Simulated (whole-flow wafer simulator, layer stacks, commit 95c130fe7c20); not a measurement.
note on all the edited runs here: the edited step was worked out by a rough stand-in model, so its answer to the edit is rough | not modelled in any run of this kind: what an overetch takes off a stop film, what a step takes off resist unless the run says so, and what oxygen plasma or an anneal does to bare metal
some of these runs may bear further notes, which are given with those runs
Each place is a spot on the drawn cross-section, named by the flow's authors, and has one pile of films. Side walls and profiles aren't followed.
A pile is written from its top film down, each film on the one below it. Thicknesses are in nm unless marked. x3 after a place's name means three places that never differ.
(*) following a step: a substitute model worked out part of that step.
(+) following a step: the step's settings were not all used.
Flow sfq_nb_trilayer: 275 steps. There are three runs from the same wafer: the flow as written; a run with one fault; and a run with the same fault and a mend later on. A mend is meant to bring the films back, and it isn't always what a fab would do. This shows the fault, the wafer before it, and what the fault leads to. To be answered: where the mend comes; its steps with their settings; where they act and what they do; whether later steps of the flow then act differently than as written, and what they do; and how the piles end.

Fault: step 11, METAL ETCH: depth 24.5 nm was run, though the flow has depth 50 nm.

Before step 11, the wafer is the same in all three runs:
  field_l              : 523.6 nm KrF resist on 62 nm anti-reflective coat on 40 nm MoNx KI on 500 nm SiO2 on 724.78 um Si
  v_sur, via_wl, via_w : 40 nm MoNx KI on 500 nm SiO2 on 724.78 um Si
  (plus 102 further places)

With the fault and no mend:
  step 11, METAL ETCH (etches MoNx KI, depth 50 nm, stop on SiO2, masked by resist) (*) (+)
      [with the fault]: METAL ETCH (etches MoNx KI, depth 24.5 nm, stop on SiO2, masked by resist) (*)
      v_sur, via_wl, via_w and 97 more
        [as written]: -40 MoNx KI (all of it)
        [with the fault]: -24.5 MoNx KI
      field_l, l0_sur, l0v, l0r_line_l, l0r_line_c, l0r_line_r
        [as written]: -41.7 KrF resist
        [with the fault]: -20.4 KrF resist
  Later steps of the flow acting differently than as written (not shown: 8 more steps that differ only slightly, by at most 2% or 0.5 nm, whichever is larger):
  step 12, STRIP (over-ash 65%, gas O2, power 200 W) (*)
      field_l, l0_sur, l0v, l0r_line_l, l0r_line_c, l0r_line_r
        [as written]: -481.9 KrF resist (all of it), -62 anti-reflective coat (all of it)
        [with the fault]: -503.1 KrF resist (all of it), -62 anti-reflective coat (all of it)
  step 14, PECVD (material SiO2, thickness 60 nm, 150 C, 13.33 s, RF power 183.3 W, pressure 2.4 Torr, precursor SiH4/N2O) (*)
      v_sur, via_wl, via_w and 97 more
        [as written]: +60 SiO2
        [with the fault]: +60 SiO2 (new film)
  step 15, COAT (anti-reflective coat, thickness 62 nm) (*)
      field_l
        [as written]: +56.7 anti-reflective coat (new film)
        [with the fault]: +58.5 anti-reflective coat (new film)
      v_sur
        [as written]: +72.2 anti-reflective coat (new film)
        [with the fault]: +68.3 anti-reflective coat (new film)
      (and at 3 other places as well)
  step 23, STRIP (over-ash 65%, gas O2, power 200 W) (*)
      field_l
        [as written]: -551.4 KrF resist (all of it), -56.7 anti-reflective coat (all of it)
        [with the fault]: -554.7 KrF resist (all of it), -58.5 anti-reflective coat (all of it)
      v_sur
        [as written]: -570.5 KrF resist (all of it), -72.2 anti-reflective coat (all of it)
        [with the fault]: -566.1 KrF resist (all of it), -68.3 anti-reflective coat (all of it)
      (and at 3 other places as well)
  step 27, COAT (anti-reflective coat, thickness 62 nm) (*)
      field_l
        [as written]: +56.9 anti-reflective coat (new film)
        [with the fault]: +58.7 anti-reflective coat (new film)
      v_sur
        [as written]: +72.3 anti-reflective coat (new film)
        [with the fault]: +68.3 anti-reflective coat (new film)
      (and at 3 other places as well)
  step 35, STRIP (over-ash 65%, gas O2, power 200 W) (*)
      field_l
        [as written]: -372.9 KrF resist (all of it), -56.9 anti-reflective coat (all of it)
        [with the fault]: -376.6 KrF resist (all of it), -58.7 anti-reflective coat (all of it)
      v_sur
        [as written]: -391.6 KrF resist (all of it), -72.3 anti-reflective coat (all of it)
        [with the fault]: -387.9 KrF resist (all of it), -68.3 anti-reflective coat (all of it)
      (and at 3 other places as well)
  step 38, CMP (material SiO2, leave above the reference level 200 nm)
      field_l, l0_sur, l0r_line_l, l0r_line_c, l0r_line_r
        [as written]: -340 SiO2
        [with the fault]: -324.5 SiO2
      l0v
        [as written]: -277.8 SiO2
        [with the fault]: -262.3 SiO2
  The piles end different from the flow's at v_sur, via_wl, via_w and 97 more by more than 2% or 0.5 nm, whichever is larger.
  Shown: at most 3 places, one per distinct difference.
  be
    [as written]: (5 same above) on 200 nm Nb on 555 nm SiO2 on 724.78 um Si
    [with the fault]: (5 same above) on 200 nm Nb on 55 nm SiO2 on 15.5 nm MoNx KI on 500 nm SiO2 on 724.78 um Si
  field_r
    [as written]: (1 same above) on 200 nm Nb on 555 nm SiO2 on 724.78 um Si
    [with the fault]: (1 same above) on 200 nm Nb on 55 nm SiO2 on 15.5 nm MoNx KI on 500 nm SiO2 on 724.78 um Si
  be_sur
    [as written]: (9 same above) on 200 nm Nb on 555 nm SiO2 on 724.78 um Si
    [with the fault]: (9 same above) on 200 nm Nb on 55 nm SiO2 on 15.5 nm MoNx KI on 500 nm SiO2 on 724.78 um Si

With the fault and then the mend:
  The mend follows step 12.
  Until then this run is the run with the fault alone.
  step 12a, COAT (anti-reflective coat, thickness 62 nm) (*) (the flow's step 4 again)
      p4_fl x3, p4_w1 x9, p4_g1 x2 and 59 more
        +62 anti-reflective coat (new film)
      gap, jj_sur, ce_l and 6 more
        +63 anti-reflective coat (new film)
      wire, be, be_sur, r_end, moat, field_r, lsp_l
        +63.1 anti-reflective coat (new film)
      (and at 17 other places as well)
  step 12b, COAT (KrF resist, thickness 600 nm) (*) (the flow's step 5 again)
      p4_fl x3, p4_w1 x9, p4_g1 x2 and 59 more
        +600 KrF resist (new film)
      jj_sur, ce_l, c5j, ce_r, sp_r, be_r, r_sur, res
        +604.1 KrF resist (new film)
      be_sur, gap, r_end
        +604.2 KrF resist (new film)
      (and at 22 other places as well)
  step 12c, SOFTBAKE (KrF resist) (the flow's step 6 again)
      does not change any film at any place that is followed
  step 12d, EXPOSE (photomask L0, dose 11.59 mJ/cm2, NA 0.6, wavelength 248 nm) (*) (the flow's step 7 again)
      does not change any film at any place that is followed
  step 12e, PEB (KrF resist, 90 s) (the flow's step 8 again)
      p4_fl x3, p4_w1 x9, p4_g1 x2 and 62 more
        -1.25 KrF resist
      via_sp, via_v, wire and 17 more
        -1.26 KrF resist
      v_sur, via_wl, via_w, via_wr, ln_m6, lsp_r, l0r_space_c
        -1.27 KrF resist
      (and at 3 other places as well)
  step 12f, DEVELOP (KrF resist, thickness 600 nm, 60 s) (the flow's step 9 again)
      p4_fl x3, p4_w1 x9, p4_g1 x2 and 59 more
        -598.7 KrF resist (all of it)
      field_l, l0_sur, l0v, l0r_line_l, l0r_line_c, l0r_line_r
        -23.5 KrF resist
      be_sur, gap, jj_sur, r_sur, res, r_end
        -602.9 KrF resist (all of it)
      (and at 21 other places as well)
  step 12g, METAL ETCH (etches anti-reflective coat, depth 125 nm, masked by resist) (*) (+) (the flow's step 10 again)
      p4_fl x3, p4_w1 x9, p4_g1 x2 and 59 more
        -62 anti-reflective coat (all of it)
      gap, jj_sur, ce_l and 6 more
        -63 anti-reflective coat (all of it)
      wire, be, be_sur, r_end, moat, field_r, lsp_l
        -63.1 anti-reflective coat (all of it)
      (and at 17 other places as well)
  step 12h, METAL ETCH (etches MoNx KI, depth 25.5 nm, stop on SiO2, masked by resist) (+) (the flow's step 11 again, with other settings)
      v_sur, via_wl, via_w and 97 more
        -15.5 MoNx KI (all of it)
      field_l, l0_sur, l0v, l0r_line_l, l0r_line_c, l0r_line_r
        -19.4 KrF resist
  step 12i, STRIP (over-ash 65%, gas O2, power 200 W) (*) (the flow's step 12 again)
      l0r_line_l, l0r_line_c, l0r_line_r
        -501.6 KrF resist (all of it), -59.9 anti-reflective coat (all of it)
      field_l
        -498.5 KrF resist (all of it), -58.4 anti-reflective coat (all of it)
      l0_sur
        -499.7 KrF resist (all of it), -56.6 anti-reflective coat (all of it)
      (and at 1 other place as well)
  None of the later steps of the flow acts differently than as written at any place that is followed.
  At every place that both follow, the piles at the end match the flow's.
